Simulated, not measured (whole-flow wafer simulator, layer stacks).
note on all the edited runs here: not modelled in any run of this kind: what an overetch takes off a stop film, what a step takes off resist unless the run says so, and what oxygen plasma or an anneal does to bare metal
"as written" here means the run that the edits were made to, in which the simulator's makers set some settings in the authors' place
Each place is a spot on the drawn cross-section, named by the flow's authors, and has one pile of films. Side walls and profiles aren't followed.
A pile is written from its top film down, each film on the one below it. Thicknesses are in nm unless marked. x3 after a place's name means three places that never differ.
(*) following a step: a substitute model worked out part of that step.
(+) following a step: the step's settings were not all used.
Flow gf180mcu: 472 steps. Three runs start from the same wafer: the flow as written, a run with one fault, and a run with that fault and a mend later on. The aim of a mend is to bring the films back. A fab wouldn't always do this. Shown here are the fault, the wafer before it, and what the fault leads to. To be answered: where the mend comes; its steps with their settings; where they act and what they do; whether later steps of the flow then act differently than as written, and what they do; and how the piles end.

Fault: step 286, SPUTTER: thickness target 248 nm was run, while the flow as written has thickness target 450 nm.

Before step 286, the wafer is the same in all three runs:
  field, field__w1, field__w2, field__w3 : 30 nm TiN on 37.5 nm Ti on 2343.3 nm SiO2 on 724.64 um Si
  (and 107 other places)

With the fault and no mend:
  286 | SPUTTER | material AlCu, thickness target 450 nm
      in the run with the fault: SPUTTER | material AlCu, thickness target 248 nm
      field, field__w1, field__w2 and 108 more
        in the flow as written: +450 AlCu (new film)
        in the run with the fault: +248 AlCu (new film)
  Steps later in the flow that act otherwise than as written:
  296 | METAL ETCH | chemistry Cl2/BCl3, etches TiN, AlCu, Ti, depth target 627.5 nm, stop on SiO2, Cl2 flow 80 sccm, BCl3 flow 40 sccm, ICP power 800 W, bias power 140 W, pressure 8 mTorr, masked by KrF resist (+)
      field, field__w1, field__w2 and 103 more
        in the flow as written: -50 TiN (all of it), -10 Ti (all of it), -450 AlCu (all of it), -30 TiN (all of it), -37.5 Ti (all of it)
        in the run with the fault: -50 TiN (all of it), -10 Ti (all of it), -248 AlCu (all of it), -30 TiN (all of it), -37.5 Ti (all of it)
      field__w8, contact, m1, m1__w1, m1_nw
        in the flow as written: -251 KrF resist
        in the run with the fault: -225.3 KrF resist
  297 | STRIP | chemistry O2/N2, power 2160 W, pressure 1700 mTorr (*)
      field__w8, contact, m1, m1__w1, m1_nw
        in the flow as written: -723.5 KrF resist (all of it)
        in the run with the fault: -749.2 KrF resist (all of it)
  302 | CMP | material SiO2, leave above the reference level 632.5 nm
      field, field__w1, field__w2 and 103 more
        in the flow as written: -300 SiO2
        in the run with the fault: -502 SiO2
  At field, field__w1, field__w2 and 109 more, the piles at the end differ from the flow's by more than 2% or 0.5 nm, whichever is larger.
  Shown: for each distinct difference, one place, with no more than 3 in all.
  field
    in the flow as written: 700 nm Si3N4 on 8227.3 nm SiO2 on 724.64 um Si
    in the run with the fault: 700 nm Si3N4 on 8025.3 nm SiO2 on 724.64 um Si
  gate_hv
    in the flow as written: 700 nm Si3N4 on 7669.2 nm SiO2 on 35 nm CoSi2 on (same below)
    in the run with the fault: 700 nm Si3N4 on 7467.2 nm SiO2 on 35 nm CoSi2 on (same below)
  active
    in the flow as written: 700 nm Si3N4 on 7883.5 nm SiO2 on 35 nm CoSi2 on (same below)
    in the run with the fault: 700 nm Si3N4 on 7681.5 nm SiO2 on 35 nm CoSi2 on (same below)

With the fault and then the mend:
  After step 286 comes the mend.
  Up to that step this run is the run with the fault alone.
  286a | SPUTTER | material AlCu, thickness target 202 nm (the flow's step 286 again, with other settings)
      field, field__w1, field__w2 and 108 more
        +202 AlCu
  Every later step of the flow that is run acts as written at every place that is followed.
  The piles end the same as the flow's at every place that both follow.
